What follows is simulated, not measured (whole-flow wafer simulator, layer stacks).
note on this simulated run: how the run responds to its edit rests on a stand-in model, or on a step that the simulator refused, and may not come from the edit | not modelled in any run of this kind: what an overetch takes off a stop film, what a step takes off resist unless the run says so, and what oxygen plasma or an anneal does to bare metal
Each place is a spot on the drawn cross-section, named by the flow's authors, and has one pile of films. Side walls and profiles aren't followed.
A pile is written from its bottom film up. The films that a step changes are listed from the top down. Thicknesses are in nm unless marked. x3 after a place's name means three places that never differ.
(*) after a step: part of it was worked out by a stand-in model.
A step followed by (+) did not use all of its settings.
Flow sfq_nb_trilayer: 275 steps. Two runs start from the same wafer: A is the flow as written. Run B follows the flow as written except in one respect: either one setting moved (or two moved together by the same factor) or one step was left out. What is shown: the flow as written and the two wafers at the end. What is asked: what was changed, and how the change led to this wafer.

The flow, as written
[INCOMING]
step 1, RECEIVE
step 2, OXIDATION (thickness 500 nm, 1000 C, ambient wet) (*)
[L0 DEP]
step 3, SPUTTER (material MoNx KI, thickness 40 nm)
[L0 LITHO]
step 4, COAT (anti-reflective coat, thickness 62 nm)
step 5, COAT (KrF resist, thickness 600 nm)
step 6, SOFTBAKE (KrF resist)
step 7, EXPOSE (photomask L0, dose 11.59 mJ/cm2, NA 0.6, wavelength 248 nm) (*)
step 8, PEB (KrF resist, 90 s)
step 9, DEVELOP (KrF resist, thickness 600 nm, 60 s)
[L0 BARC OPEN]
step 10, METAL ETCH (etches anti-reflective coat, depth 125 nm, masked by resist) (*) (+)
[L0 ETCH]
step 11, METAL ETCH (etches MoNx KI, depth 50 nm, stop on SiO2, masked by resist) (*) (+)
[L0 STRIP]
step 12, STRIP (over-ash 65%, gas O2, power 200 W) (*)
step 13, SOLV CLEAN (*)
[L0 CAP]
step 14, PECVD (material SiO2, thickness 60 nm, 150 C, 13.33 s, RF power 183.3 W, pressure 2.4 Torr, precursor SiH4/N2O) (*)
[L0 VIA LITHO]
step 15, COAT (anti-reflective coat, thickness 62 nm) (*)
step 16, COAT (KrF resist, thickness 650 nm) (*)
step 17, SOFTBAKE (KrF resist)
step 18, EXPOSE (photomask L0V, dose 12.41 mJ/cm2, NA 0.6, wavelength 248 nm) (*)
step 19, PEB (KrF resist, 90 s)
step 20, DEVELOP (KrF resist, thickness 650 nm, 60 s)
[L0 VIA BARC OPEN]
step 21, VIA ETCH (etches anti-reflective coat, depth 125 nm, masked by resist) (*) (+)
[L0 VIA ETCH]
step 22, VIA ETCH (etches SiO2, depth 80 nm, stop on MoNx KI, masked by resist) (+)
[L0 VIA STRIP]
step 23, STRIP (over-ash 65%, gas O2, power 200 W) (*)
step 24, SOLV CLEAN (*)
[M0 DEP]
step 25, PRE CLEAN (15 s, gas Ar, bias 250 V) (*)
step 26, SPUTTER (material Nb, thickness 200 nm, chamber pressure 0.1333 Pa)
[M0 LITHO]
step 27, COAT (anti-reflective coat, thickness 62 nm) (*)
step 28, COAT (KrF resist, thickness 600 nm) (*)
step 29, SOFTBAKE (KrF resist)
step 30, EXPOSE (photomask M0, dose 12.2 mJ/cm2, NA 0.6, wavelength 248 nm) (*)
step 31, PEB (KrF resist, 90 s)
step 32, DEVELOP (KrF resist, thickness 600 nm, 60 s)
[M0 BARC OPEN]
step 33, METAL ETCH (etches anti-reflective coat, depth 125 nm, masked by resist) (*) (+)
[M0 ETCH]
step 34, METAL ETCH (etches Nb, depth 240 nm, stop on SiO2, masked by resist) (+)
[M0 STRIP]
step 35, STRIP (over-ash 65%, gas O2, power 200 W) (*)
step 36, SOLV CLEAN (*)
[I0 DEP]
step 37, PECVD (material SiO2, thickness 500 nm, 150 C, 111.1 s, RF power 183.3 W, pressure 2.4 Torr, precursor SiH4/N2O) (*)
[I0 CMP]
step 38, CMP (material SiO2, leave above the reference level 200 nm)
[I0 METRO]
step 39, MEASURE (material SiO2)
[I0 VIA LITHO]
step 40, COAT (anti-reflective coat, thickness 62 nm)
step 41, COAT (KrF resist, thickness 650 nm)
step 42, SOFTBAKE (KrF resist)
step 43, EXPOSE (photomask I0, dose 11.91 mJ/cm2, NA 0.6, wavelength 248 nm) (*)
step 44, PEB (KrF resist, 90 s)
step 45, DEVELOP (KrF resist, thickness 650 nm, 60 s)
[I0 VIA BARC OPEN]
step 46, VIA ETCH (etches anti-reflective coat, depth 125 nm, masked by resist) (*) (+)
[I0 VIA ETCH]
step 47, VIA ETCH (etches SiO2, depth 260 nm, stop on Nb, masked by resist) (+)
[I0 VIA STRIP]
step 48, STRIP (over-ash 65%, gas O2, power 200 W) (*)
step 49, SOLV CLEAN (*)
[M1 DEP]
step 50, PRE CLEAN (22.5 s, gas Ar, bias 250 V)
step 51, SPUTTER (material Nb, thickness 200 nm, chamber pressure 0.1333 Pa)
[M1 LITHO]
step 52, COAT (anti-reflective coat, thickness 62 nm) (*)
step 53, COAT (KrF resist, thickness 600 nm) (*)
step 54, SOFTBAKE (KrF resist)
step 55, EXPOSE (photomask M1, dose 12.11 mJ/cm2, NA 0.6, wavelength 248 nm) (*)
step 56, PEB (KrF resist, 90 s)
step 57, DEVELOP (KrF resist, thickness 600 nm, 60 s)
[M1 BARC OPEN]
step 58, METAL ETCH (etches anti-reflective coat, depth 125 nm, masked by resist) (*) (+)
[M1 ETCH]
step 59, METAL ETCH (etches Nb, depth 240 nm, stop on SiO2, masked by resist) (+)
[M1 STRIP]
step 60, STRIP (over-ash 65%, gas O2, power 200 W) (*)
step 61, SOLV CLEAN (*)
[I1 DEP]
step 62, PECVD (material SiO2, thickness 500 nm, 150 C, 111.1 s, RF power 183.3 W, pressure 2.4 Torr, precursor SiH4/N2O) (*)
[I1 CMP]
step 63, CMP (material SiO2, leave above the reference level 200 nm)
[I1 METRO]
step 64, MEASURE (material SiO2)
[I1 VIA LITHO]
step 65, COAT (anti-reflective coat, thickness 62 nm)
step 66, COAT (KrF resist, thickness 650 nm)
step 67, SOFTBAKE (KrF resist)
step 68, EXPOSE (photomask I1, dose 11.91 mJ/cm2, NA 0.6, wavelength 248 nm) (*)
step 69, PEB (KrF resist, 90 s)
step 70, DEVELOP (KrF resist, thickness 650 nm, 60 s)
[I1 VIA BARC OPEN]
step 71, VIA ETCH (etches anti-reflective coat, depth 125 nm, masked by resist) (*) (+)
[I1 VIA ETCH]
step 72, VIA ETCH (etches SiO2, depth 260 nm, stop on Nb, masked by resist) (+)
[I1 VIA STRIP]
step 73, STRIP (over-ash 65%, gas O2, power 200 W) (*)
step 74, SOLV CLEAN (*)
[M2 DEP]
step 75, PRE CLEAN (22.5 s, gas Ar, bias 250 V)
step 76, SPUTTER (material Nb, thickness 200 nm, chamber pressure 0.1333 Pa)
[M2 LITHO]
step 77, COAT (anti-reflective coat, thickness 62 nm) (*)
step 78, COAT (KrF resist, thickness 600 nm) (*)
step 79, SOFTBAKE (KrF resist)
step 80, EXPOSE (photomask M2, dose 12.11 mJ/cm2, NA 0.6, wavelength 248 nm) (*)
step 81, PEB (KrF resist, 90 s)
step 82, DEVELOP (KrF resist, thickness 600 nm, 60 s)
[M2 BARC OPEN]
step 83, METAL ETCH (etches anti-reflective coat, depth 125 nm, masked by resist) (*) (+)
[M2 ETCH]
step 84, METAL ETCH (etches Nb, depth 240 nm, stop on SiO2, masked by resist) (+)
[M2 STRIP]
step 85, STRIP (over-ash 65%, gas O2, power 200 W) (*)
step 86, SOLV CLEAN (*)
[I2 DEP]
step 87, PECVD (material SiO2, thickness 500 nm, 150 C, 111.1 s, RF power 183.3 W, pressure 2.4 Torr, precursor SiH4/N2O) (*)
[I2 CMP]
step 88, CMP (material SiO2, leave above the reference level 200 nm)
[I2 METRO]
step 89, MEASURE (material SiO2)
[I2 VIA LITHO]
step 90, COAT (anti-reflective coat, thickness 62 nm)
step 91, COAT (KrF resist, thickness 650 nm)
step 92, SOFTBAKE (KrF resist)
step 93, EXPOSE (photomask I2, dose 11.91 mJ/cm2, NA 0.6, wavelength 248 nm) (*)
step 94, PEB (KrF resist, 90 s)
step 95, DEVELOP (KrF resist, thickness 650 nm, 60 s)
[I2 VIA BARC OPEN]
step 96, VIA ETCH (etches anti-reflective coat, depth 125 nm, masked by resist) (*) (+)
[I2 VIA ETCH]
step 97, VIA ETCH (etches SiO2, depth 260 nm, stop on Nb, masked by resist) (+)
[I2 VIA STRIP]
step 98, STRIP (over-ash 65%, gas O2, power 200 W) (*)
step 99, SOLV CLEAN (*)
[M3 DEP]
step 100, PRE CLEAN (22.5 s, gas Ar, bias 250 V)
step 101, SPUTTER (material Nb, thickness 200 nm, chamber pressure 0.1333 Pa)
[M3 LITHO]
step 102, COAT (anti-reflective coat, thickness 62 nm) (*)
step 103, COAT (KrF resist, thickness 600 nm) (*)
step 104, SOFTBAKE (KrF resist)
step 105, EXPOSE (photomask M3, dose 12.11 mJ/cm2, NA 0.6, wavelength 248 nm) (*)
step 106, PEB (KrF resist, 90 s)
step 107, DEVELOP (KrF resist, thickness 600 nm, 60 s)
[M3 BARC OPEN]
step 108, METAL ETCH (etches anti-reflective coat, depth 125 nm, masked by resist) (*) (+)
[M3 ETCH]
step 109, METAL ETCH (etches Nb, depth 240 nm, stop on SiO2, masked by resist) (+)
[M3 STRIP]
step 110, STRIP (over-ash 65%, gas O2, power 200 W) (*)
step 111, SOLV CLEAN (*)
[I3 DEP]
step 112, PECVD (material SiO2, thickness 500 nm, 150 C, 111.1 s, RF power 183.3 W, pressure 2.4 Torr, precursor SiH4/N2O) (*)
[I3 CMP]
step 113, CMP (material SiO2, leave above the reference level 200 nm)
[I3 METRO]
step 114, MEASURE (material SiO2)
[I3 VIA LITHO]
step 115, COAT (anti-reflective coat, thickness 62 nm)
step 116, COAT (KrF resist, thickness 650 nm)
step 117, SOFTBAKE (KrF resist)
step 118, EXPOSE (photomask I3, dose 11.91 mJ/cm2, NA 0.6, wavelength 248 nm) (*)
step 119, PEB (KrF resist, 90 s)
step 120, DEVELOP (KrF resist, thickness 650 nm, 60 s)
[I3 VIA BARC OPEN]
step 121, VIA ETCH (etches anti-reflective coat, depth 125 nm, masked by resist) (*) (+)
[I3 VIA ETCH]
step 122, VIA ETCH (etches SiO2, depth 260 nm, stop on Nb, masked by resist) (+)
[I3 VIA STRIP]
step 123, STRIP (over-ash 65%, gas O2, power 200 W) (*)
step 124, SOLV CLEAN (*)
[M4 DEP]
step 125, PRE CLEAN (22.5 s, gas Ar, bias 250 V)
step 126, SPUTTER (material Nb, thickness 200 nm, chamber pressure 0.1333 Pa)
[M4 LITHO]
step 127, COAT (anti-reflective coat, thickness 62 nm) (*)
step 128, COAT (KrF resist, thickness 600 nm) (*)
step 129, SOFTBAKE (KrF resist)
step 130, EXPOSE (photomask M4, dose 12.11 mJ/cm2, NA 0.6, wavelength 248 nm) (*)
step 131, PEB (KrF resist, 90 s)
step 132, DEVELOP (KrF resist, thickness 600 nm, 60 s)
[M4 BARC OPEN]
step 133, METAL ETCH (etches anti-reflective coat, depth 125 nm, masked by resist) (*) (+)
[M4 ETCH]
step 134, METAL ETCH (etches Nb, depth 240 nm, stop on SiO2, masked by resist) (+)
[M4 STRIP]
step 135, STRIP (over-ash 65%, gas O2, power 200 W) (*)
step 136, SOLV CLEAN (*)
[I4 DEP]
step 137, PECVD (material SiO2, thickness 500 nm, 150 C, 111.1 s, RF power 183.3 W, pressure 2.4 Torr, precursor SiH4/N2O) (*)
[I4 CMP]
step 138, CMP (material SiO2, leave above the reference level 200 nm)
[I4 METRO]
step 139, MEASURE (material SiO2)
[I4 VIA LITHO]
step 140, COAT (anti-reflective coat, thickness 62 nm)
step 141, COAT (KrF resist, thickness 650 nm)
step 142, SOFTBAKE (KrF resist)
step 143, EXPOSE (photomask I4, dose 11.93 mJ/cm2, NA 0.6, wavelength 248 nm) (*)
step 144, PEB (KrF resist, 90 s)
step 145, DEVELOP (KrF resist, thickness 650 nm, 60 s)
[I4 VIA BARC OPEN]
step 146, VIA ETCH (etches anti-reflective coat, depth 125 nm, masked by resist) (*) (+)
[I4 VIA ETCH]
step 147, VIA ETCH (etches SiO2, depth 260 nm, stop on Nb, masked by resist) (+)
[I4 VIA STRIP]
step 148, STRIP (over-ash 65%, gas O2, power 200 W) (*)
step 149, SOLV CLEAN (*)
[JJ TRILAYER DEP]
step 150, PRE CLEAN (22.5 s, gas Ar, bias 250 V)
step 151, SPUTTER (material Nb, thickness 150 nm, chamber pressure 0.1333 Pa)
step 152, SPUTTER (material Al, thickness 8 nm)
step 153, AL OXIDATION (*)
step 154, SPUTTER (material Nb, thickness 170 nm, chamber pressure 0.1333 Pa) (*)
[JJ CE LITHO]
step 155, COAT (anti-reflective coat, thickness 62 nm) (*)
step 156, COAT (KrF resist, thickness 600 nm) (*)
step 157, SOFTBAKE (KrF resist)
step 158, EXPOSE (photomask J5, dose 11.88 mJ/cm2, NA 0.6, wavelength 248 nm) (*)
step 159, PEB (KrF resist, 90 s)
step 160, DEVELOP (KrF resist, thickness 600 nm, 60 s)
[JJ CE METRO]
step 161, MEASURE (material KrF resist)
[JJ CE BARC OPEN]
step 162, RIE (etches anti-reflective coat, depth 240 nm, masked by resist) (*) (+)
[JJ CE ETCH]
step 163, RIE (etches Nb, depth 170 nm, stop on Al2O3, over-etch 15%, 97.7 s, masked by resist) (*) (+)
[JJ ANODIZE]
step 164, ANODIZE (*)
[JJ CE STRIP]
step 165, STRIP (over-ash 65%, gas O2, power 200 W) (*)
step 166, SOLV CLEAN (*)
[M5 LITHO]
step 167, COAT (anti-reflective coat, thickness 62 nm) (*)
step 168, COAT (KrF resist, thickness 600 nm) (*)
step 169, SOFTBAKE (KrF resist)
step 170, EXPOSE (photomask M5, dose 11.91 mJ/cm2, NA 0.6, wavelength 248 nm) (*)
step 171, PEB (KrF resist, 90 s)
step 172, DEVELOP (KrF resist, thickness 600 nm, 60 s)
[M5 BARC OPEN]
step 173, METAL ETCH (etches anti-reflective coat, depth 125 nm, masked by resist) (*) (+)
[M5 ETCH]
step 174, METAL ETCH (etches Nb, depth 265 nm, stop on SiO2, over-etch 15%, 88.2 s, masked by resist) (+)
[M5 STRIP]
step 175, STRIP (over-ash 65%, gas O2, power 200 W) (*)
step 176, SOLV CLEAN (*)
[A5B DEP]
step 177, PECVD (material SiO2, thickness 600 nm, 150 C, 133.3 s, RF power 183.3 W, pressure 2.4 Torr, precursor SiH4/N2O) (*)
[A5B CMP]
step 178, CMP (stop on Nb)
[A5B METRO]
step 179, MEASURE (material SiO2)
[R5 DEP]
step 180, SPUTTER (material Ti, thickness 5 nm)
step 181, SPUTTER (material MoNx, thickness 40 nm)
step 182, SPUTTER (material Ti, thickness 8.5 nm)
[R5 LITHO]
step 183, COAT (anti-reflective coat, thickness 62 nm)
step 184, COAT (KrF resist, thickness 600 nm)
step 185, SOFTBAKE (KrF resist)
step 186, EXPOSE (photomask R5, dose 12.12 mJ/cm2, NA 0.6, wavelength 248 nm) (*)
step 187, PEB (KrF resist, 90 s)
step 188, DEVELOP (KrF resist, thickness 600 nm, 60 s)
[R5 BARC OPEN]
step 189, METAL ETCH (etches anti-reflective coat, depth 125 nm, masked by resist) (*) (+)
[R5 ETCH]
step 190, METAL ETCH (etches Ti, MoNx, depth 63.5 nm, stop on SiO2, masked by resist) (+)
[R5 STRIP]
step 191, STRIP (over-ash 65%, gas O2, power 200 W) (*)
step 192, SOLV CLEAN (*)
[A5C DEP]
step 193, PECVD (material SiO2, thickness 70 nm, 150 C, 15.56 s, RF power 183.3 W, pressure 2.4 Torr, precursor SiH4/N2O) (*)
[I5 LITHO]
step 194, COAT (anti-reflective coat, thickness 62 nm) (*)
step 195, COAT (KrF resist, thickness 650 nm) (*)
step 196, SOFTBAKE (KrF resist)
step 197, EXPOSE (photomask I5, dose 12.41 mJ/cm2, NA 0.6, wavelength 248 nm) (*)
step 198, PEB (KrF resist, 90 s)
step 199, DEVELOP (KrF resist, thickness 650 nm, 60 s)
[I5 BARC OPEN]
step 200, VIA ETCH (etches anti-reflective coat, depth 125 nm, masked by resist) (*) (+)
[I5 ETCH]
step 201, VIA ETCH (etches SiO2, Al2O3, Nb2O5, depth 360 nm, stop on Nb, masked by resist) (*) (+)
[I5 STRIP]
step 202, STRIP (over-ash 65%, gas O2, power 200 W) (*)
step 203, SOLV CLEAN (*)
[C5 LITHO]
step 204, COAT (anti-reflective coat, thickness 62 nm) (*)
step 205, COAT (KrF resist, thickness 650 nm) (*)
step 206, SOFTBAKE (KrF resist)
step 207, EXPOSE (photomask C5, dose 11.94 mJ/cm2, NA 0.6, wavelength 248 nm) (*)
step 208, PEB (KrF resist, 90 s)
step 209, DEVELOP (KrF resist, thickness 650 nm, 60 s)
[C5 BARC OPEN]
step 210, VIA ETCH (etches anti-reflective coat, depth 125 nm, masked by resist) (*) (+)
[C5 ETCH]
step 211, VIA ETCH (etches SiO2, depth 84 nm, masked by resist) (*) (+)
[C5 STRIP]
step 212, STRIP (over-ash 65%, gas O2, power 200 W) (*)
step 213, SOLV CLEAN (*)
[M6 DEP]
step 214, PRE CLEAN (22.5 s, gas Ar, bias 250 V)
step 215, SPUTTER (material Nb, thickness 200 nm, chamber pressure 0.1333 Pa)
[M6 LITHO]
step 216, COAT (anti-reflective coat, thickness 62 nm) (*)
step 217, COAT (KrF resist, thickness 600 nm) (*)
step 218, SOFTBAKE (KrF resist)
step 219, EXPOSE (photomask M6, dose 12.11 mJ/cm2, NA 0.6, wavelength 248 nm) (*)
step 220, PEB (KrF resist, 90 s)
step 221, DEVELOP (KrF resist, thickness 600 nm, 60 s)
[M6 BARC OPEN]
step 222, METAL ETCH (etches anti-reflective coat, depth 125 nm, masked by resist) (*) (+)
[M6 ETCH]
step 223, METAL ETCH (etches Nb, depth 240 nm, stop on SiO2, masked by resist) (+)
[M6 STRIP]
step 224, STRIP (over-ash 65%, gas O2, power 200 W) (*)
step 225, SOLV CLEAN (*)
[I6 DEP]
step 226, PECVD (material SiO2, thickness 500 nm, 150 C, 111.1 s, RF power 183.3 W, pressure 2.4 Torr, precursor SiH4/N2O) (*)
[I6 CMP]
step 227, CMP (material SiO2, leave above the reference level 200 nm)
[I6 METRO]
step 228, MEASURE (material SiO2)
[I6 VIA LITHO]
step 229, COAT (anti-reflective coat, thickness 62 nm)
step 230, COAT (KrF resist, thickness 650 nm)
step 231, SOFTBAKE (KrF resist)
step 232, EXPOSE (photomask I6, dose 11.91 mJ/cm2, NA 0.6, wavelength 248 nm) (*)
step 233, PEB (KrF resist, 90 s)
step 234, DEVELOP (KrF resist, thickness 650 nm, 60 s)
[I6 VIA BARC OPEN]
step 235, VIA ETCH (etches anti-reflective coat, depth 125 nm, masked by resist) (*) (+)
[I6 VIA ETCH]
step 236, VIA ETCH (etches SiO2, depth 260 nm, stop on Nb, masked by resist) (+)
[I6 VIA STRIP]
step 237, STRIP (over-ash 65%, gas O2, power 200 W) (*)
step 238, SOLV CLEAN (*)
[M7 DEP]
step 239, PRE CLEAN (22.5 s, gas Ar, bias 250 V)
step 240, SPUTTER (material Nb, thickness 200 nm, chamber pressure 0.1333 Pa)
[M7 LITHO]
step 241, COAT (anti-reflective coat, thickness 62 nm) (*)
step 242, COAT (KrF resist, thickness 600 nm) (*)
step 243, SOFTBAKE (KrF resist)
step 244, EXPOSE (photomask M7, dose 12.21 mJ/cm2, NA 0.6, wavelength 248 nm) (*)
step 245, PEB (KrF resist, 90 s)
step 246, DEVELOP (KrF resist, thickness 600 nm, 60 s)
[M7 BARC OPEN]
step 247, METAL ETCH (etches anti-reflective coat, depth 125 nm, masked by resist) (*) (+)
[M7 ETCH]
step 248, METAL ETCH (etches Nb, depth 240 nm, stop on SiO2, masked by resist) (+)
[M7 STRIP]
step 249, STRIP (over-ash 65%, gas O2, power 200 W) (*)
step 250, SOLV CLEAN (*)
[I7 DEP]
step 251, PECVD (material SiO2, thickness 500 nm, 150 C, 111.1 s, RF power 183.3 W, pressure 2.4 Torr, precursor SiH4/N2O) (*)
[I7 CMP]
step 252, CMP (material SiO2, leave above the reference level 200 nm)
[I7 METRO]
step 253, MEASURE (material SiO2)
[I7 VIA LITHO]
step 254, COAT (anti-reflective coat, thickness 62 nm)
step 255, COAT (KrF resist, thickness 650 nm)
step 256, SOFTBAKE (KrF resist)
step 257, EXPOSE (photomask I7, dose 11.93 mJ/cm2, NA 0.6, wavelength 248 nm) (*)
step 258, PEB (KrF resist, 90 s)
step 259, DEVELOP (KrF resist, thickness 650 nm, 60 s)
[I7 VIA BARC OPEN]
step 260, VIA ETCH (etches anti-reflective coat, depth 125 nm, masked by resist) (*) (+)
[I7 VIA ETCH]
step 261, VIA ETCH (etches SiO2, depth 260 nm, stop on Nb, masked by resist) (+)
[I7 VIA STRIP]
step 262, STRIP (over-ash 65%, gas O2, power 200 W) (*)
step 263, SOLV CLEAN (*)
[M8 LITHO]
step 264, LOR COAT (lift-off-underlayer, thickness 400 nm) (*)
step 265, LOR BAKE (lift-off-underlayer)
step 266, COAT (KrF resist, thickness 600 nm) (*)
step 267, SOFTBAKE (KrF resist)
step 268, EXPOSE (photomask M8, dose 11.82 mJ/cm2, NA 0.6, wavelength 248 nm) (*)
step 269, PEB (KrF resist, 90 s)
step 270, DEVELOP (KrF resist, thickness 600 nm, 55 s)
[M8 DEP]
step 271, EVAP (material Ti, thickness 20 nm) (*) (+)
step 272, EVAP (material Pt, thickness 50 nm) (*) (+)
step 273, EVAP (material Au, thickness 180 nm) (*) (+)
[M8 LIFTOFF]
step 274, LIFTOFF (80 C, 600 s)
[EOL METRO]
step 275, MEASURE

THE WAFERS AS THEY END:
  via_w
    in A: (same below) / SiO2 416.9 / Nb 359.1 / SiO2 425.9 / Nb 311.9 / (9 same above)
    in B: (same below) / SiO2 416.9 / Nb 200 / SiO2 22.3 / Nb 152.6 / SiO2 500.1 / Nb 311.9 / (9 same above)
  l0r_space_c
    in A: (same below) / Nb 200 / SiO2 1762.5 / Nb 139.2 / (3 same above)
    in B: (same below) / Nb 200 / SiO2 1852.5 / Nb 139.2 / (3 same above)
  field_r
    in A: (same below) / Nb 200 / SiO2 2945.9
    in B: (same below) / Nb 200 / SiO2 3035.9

The reason: step 88, CMP: leave above the reference level 290 nm was run, whereas the flow has leave above the reference level 200 nm.

Step by step, how the change led to this:
  step 88, CMP (material SiO2, leave above the reference level 200 nm)
      field_l, be, be_sur and 81 more: A -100 SiO2 | B -10 SiO2
      v_sur, via_wl, via_w and 18 more: A -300 SiO2 | B -210 SiO2
      (also at 1 further place)
  step 97, VIA ETCH (etches SiO2, depth 260 nm, stop on Nb, masked by resist) (+)
      via_w: A -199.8 SiO2 (all of it) | B -260 SiO2
  step 100, PRE CLEAN (22.5 s, gas Ar, bias 250 V)
      via_w: A -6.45 Nb | B -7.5 SiO2
  step 101, SPUTTER (material Nb, thickness 200 nm, chamber pressure 0.1333 Pa)
      via_w: A +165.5 Nb | B +152.6 Nb (new film)
  step 102, COAT (anti-reflective coat, thickness 62 nm) (*)
      via_wl, via_wr: A +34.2 anti-reflective coat (new film) | B +23 anti-reflective coat (new film)
      v_sur: A +61.1 anti-reflective coat (new film) | B +55.7 anti-reflective coat (new film)
      (also at 2 further places)
  step 103, COAT (KrF resist, thickness 600 nm) (*)
      via_w: A +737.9 KrF resist (new film) | B +794 KrF resist (new film)
  step 110, STRIP (over-ash 65%, gas O2, power 200 W) (*)
      v_sur: A -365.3 KrF resist (all of it), -61.1 anti-reflective coat (all of it) | B -362.3 KrF resist (all of it), -55.7 anti-reflective coat (all of it)
      via_wl: A -384.2 KrF resist (all of it), -34.2 anti-reflective coat (all of it) | B -383.9 KrF resist (all of it), -23 anti-reflective coat (all of it)
      (also at 3 further places)
  step 112, PECVD (material SiO2, thickness 500 nm, 150 C, 111.1 s, RF power 183.3 W, pressure 2.4 Torr, precursor SiH4/N2O) (*)
      via_w: A +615 SiO2 (new film) | B +664.6 SiO2 (new film)
  step 113, CMP (material SiO2, leave above the reference level 200 nm)
      via_w: A -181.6 SiO2 | B -157.1 SiO2
With metal films that touch counted as one body, via_w has 6 bodies (between them, from the top down: SiO2 192.5; SiO2 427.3 / Al2O3 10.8 / Nb2O5 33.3; SiO2 500.1; SiO2 22.3; SiO2 416.9); the flow as written gives 5 bodies (between them, from the top down: SiO2 192.5; SiO2 427.3 / Al2O3 10.8 / Nb2O5 33.3; SiO2 425.9; SiO2 416.9).
